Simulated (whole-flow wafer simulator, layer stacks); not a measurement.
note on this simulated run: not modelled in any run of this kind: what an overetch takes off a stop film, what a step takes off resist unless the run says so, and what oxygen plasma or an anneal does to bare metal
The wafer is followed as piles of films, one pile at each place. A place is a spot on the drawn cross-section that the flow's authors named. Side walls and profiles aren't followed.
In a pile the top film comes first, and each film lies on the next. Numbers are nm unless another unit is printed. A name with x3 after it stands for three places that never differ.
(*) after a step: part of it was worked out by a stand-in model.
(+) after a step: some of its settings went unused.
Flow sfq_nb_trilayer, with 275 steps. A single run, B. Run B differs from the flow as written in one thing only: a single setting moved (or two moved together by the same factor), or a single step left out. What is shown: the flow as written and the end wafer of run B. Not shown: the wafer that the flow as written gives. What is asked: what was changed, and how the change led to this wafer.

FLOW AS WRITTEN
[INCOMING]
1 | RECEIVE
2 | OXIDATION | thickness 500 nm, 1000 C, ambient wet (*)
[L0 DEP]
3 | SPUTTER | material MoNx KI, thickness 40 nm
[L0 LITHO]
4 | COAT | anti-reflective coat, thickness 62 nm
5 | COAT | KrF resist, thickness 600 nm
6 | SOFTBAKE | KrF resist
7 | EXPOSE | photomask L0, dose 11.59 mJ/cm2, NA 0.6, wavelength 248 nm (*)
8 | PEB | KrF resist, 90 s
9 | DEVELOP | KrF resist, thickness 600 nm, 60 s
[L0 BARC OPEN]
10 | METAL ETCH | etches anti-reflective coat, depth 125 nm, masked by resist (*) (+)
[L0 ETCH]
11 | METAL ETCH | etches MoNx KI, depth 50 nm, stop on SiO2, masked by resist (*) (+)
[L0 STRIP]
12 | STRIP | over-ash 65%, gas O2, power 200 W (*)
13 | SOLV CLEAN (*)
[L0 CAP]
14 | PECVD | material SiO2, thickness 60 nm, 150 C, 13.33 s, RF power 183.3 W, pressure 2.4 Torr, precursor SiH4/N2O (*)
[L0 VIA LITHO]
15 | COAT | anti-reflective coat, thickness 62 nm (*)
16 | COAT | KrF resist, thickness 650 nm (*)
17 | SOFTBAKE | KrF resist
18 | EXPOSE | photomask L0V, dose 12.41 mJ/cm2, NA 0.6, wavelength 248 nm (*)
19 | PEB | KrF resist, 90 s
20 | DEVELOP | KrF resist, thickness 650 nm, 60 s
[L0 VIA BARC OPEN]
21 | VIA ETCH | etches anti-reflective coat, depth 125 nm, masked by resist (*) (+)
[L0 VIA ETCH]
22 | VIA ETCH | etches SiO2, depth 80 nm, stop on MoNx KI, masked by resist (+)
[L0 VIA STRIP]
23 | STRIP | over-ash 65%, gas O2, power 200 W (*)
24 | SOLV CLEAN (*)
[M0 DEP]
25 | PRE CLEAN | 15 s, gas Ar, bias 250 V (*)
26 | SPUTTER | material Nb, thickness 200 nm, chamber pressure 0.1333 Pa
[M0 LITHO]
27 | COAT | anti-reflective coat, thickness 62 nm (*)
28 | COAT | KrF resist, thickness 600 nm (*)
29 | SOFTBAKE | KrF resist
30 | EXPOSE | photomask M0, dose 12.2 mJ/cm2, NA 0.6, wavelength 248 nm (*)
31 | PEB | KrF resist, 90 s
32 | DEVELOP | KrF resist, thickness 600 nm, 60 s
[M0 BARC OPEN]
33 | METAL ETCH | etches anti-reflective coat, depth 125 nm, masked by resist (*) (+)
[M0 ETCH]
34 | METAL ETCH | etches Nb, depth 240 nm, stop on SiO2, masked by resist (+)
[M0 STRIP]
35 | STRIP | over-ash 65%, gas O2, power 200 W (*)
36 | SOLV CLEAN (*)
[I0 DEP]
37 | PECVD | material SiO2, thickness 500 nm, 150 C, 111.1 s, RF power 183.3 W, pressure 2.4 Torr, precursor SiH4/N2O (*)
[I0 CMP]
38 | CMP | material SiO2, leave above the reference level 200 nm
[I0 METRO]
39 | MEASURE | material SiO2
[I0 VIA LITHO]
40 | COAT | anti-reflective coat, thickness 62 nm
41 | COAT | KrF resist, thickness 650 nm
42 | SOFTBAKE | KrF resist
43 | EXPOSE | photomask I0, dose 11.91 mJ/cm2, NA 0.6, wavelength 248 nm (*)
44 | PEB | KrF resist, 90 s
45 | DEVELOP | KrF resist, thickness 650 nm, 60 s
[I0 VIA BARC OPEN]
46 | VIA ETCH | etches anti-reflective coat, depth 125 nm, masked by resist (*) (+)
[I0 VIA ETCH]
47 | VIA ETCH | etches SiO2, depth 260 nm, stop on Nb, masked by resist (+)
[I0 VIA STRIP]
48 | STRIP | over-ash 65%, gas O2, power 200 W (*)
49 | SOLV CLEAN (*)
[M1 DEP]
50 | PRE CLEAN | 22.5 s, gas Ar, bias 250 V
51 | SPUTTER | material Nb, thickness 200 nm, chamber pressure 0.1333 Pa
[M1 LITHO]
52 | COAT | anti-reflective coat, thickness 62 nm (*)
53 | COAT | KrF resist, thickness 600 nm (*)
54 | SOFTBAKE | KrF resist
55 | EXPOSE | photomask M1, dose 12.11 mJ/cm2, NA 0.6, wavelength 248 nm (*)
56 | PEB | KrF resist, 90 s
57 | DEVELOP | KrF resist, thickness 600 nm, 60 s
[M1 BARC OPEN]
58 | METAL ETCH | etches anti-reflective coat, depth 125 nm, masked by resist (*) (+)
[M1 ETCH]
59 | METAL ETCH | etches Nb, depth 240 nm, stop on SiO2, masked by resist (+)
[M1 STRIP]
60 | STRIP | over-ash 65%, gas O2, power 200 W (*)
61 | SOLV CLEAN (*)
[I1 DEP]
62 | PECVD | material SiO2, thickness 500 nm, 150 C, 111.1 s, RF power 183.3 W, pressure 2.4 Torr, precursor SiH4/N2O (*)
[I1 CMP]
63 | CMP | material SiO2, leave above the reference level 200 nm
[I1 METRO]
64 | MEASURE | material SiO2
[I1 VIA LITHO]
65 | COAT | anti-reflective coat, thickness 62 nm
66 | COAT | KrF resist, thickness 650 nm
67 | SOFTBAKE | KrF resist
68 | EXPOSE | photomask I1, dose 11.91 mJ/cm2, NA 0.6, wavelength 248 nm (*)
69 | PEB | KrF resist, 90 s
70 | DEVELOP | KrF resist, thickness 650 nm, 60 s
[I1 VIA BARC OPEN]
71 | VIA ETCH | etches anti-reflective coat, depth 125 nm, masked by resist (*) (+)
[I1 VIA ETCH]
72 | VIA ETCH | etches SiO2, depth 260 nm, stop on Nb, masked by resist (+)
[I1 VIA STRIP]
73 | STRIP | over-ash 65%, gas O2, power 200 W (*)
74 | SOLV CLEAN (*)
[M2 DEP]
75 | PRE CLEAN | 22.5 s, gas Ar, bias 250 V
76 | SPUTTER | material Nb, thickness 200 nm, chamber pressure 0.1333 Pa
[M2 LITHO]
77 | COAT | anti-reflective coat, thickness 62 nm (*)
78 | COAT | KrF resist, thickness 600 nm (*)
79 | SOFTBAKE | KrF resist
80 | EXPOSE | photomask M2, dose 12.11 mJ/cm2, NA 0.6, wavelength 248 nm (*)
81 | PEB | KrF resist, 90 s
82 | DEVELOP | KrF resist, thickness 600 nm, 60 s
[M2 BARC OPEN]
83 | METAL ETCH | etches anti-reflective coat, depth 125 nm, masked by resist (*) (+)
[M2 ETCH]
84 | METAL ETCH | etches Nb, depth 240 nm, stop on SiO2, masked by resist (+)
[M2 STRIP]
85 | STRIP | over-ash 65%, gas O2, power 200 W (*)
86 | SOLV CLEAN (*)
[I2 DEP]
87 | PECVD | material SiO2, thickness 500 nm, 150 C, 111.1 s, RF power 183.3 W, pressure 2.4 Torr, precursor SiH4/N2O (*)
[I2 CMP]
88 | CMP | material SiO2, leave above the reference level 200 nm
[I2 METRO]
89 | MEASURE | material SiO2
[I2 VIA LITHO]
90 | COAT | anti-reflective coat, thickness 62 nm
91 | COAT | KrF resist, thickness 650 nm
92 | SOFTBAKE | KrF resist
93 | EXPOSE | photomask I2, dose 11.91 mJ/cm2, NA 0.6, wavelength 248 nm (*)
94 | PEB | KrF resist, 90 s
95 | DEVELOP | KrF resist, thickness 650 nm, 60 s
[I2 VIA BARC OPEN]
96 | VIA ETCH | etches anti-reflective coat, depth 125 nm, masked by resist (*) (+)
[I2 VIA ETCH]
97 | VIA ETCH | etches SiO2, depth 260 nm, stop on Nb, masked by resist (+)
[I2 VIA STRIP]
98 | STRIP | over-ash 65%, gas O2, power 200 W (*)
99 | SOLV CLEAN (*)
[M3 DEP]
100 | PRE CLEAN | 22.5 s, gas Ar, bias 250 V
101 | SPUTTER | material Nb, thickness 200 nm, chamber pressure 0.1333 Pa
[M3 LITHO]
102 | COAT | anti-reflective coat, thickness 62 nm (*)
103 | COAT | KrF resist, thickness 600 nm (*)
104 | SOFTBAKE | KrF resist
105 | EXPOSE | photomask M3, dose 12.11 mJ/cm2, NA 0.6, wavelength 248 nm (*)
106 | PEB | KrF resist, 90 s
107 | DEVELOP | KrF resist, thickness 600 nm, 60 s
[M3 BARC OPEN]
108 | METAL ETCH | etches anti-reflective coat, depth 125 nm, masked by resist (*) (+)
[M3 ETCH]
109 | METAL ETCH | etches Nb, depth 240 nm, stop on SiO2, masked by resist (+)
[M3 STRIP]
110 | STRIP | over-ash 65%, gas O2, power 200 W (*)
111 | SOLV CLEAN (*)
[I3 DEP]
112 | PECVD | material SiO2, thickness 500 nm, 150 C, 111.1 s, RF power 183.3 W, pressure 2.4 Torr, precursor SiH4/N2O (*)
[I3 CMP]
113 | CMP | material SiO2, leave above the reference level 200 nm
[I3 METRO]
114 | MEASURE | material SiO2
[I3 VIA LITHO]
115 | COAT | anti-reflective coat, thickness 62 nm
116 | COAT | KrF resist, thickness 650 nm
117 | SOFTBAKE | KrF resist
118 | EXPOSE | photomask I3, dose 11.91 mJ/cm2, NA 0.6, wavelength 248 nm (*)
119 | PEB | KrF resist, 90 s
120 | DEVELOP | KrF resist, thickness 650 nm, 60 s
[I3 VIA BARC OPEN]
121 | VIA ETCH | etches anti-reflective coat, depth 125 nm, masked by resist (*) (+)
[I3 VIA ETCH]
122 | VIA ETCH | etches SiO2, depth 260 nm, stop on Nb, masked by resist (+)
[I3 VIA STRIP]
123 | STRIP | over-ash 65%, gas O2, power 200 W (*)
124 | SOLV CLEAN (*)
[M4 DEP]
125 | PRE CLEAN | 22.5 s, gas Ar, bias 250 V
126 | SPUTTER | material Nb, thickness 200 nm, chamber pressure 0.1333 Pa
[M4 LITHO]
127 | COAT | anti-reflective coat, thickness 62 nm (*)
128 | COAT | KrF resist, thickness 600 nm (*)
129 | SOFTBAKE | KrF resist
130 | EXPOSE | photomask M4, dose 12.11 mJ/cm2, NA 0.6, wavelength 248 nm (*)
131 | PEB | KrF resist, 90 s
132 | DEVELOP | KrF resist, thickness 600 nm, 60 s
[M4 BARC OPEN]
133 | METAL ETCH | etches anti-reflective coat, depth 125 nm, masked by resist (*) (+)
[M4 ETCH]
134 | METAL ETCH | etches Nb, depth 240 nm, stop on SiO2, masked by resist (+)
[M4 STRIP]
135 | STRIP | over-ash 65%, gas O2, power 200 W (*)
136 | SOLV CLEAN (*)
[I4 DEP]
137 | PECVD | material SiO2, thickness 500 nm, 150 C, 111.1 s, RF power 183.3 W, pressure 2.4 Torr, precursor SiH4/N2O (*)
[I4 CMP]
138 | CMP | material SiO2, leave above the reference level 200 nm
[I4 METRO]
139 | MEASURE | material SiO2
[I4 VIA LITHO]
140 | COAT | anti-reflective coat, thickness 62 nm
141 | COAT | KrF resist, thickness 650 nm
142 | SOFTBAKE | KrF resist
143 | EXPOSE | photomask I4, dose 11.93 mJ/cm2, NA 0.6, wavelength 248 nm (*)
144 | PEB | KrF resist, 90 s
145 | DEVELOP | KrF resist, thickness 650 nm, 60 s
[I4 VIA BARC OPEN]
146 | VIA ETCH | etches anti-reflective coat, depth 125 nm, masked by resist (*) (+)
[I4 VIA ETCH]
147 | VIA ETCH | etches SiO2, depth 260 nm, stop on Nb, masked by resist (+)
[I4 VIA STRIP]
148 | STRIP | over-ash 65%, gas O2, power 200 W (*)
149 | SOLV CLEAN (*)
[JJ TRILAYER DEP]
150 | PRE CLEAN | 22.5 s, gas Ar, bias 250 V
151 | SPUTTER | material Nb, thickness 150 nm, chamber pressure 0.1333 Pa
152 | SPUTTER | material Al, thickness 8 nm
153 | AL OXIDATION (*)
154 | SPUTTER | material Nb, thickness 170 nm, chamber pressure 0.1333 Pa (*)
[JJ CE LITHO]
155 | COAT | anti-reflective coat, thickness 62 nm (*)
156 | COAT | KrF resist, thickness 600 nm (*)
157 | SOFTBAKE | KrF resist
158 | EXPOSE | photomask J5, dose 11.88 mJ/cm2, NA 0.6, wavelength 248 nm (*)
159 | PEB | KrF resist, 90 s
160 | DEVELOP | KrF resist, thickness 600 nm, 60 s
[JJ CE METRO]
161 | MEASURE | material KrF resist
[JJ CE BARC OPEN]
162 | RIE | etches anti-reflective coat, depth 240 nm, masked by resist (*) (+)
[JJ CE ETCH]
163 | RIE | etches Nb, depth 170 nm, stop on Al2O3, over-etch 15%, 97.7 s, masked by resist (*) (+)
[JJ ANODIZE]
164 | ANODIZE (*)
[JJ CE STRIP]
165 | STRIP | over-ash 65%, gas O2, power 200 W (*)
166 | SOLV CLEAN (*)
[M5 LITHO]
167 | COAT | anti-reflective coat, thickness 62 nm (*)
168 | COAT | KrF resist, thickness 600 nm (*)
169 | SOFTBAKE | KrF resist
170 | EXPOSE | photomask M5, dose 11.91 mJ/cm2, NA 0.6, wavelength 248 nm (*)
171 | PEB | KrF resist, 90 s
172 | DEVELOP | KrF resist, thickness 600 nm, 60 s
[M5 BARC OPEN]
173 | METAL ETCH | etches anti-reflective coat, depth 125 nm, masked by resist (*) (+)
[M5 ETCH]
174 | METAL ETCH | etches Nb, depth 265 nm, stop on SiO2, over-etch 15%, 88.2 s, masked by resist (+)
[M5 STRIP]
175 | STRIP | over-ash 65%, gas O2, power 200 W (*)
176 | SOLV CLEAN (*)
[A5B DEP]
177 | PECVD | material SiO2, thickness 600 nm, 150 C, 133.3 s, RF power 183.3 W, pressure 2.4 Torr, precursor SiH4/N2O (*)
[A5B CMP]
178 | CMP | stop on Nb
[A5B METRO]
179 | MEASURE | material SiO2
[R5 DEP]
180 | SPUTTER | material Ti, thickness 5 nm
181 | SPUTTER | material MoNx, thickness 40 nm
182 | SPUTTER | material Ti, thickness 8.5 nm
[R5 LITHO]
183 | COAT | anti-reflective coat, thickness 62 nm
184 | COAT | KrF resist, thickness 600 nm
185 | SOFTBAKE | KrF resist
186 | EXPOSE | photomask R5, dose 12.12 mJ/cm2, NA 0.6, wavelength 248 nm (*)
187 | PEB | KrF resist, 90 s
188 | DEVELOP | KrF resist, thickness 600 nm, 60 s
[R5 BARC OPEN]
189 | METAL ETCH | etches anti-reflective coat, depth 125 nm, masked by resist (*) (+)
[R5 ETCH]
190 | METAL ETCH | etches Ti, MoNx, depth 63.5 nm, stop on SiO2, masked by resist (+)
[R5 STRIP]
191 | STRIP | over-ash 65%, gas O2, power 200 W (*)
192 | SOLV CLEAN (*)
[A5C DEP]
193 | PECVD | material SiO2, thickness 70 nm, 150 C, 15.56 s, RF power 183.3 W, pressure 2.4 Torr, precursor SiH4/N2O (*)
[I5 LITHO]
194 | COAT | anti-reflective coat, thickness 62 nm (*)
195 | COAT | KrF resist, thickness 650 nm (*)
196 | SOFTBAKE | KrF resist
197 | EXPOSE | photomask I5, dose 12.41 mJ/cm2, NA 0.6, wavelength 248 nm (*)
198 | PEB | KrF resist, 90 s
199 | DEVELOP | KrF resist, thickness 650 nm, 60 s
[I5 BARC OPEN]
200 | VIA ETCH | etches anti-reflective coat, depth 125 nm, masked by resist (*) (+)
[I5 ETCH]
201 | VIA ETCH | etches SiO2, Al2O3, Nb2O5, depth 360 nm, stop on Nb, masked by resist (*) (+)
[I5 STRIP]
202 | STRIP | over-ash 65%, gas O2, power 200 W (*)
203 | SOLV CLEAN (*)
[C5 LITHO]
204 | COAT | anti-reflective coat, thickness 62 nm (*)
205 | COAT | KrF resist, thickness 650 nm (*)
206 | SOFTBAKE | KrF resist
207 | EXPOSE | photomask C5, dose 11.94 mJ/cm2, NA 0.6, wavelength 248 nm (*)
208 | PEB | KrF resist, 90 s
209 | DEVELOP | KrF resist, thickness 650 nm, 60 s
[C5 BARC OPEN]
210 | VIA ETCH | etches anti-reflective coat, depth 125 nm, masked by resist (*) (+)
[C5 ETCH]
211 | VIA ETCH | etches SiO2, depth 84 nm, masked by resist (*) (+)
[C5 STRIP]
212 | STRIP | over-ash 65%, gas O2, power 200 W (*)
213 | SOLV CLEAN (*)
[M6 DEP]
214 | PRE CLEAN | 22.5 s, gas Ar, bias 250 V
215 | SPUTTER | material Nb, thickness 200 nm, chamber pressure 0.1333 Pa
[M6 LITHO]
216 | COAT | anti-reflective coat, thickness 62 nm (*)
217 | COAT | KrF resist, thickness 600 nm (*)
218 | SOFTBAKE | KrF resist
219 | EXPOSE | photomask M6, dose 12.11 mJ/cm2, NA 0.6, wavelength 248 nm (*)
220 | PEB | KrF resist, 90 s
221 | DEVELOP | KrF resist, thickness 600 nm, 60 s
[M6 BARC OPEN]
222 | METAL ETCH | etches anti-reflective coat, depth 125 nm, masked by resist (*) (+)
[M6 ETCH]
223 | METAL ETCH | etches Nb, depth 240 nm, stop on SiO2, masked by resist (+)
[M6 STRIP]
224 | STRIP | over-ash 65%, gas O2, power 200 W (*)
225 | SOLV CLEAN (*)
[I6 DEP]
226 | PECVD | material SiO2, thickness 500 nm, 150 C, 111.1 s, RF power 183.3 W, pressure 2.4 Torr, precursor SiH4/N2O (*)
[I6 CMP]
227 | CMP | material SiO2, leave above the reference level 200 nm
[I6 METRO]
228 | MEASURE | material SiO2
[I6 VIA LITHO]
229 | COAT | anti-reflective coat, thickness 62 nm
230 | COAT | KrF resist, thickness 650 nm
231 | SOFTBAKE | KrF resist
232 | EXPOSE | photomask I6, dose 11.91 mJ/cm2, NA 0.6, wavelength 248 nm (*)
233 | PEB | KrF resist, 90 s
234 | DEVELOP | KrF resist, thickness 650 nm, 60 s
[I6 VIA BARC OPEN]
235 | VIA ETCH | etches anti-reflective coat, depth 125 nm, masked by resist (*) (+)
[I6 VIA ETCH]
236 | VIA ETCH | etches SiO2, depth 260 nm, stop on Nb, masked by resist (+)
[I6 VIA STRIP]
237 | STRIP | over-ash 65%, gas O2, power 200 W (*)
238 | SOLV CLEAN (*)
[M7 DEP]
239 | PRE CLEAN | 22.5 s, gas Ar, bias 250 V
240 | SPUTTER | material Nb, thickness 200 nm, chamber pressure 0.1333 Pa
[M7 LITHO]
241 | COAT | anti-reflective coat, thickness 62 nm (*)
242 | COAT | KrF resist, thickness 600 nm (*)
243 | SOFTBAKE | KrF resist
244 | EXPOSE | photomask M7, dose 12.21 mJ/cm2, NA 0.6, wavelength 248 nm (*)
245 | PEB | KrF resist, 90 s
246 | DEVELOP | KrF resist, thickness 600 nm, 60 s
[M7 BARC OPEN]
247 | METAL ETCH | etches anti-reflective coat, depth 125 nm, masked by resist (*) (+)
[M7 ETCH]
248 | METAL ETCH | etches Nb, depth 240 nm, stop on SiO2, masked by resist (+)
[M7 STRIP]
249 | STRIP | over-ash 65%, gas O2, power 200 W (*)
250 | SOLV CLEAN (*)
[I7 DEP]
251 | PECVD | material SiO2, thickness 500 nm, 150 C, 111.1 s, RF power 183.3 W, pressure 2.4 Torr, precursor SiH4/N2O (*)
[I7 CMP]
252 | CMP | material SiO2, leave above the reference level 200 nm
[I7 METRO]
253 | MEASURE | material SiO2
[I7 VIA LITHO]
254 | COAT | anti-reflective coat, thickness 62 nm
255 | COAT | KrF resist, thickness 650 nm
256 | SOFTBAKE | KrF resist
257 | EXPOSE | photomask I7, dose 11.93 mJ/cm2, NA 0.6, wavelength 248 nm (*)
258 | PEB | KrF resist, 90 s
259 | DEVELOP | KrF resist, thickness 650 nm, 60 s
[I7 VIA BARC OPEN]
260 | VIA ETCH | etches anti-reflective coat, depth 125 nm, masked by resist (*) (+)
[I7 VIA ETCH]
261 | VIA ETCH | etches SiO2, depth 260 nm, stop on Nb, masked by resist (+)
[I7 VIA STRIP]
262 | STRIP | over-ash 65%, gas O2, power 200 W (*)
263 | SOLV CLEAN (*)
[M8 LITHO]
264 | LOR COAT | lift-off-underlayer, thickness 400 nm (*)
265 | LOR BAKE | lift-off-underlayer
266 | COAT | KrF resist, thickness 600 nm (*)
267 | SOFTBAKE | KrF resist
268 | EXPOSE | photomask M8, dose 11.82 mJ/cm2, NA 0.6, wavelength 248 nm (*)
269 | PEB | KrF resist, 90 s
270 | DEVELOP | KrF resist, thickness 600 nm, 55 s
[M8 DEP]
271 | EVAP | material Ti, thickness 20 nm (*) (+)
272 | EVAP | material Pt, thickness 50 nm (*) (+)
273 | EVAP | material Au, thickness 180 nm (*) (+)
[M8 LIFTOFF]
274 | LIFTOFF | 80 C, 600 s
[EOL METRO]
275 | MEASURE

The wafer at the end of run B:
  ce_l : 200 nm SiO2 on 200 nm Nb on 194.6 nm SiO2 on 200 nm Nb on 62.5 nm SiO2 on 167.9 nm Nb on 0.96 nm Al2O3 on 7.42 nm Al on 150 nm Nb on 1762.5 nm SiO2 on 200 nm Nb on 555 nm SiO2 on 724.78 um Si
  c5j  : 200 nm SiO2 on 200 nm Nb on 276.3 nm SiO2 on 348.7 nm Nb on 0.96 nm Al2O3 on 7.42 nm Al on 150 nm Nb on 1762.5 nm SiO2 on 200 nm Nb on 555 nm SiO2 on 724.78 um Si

What caused this: step 190, METAL ETCH: depth 55.6 nm was run, whereas the flow has depth 63.5 nm.

How this came from the change, step by step:
  190 | METAL ETCH | etches Ti, MoNx, depth 63.5 nm, stop on SiO2, masked by resist (+)
      be_r, r_sur, res, r_end, r5r_line_l, r5r_line_c, r5r_line_r: KrF resist loses 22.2 (as written it would have been: KrF resist loses 25.4)
      ce_l, c5j, ce_r, wl_jj: Ti loses 8.5 (all of it), MoNx loses 40 (all of it), Ti loses 5 (all of it), Nb loses 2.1 (as written it would have been: Ti loses 8.5 (all of it), MoNx loses 40 (all of it), Ti loses 5 (all of it), Nb loses 10)
  194 | COAT | anti-reflective coat, thickness 62 nm (*)
      wl_j_sl, wl_j_sr: anti-reflective coat gains 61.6 (new film) (as written it would have been: anti-reflective coat gains 60.2 (new film))
      jj_sur: anti-reflective coat gains 62.3 (new film) (as written it would have been: anti-reflective coat gains 60.8 (new film))
      (and at 5 other places as well)
  202 | STRIP | over-ash 65%, gas O2, power 200 W (*)
      wl_j_sl, wl_j_sr: KrF resist loses 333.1 (all of it), anti-reflective coat loses 61.6 (all of it) (as written it would have been: KrF resist loses 333.3 (all of it), anti-reflective coat loses 60.2 (all of it))
      jj_sur: KrF resist loses 337 (all of it), anti-reflective coat loses 62.3 (all of it) (as written it would have been: KrF resist loses 337.2 (all of it), anti-reflective coat loses 60.8 (all of it))
      (and at 5 other places as well)
  204 | COAT | anti-reflective coat, thickness 62 nm (*)
      wl_j_sl, wl_j_sr: anti-reflective coat gains 61.6 (new film) (as written it would have been: anti-reflective coat gains 60.2 (new film))
      jj_sur: anti-reflective coat gains 60.9 (new film) (as written it would have been: anti-reflective coat gains 59.5 (new film))
      (and at 5 other places as well)
  210 | VIA ETCH | etches anti-reflective coat, depth 125 nm, masked by resist (*) (+)
      c5j: anti-reflective coat loses 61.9 (all of it), SiO2 loses 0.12 (as written it would have been: anti-reflective coat loses 63.9 (all of it), SiO2 loses 0.11)
  212 | STRIP | over-ash 65%, gas O2, power 200 W (*)
      wl_j_sl, wl_j_sr: KrF resist loses 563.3 (all of it), anti-reflective coat loses 61.6 (all of it) (as written it would have been: KrF resist loses 563.4 (all of it), anti-reflective coat loses 60.2 (all of it))
      jj_sur: KrF resist loses 561.8 (all of it), anti-reflective coat loses 60.9 (all of it) (as written it would have been: KrF resist loses 562 (all of it), anti-reflective coat loses 59.5 (all of it))
      (and at 4 other places as well)
  216 | COAT | anti-reflective coat, thickness 62 nm (*)
      wl_j_sl, wl_j_sr: anti-reflective coat gains 61.6 (new film) (as written it would have been: anti-reflective coat gains 60.2 (new film))
      jj_sur: anti-reflective coat gains 58 (new film) (as written it would have been: anti-reflective coat gains 56.1 (new film))
      (and at 4 other places as well)
  224 | STRIP | over-ash 65%, gas O2, power 200 W (*)
      wl_j_sl, wl_j_sr: KrF resist loses 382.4 (all of it), anti-reflective coat loses 61.6 (all of it) (as written it would have been: KrF resist loses 382.5 (all of it), anti-reflective coat loses 60.2 (all of it))
      jj_sur: KrF resist loses 378 (all of it), anti-reflective coat loses 58 (all of it) (as written it would have been: KrF resist loses 378.5 (all of it), anti-reflective coat loses 56.1 (all of it))
      (and at 4 other places as well)
  227 | CMP | material SiO2, leave above the reference level 200 nm
      ce_l, ce_r, wl_jj: SiO2 loses 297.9 (as written it would have been: SiO2 loses 290)
      c5j: SiO2 loses 230.9 (as written it would have been: SiO2 loses 223)
